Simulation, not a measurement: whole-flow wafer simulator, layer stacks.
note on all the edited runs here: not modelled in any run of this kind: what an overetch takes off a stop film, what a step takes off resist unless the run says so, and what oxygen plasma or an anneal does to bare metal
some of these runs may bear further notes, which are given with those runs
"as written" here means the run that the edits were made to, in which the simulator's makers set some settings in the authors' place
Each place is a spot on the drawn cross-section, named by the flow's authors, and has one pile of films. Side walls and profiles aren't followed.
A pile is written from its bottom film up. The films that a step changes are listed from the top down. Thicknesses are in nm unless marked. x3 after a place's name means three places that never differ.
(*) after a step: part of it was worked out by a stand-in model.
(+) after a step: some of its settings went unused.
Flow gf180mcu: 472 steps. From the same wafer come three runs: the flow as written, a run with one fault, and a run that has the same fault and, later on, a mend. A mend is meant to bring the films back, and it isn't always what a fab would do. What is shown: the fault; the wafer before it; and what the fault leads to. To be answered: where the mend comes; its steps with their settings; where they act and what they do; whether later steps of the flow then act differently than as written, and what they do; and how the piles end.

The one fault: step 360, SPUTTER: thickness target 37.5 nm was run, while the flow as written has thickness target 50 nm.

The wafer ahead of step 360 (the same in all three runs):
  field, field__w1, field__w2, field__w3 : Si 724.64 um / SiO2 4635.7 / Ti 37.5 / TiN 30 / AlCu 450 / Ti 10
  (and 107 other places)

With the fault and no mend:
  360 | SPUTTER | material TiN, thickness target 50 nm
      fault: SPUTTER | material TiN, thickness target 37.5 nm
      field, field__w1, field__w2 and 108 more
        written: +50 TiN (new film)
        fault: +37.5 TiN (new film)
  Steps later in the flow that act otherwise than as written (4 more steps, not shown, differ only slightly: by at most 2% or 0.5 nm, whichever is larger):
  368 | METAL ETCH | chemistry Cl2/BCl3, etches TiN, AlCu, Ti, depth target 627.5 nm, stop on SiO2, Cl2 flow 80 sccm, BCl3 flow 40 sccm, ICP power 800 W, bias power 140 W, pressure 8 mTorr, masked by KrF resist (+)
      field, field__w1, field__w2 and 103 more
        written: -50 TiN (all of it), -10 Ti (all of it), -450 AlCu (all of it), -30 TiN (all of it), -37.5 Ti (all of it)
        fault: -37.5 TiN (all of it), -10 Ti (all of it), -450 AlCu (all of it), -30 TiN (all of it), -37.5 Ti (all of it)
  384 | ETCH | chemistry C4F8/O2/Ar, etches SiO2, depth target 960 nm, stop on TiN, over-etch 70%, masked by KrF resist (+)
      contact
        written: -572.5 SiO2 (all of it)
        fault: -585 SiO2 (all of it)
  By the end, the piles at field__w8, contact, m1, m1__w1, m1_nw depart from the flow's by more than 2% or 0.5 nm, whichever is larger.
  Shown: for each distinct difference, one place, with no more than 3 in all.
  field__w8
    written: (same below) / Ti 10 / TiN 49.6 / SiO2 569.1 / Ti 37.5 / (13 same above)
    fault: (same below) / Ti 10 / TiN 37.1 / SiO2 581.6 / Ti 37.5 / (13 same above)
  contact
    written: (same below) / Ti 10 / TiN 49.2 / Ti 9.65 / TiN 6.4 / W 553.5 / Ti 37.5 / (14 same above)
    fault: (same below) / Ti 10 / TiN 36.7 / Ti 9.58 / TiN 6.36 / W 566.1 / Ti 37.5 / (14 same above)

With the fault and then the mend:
  The mend stands after step 367.
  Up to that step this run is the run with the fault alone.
  367a | STRIP | chemistry O2/N2, power 2160 W, pressure 1700 mTorr (*)
      field__w8, contact, m1, m1__w1, m1_nw
        -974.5 KrF resist (all of it)
  367b | SPUTTER | material TiN, thickness target 12.5 nm (a further turn of the flow's step 360, with different settings)
      field, field__w1, field__w2 and 108 more
        +12.5 TiN
  367c | HMDS | 120 C, 60 s (a further turn of the flow's step 362)
      alters no film at any place that is followed
  367d | COAT | KrF resist, thickness 1000 nm (a further turn of the flow's step 363)
      field, field__w1, field__w2 and 108 more
        +1000 KrF resist (new film)
  367e | SOFTBAKE | KrF resist (a further turn of the flow's step 364)
      alters no film at any place that is followed
  367f | EXPOSE | photomask Metal4 (a further turn of the flow's step 365)
      alters no film at any place that is followed
  367g | PEB | KrF resist, 135 C, 90 s (a further turn of the flow's step 366)
      field, field__w1, field__w2 and 108 more
        -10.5 KrF resist
  367h | DEVELOP | thickness 1000 nm, 60 s (a further turn of the flow's step 367)
      field, field__w1, field__w2 and 103 more
        -989.5 KrF resist (all of it)
      field__w8, contact, m1, m1__w1, m1_nw
        -14.9 KrF resist
  Later steps of the flow that are run all act as written at every place that is followed.
  By the end, the piles equal the flow's at every place that both follow.
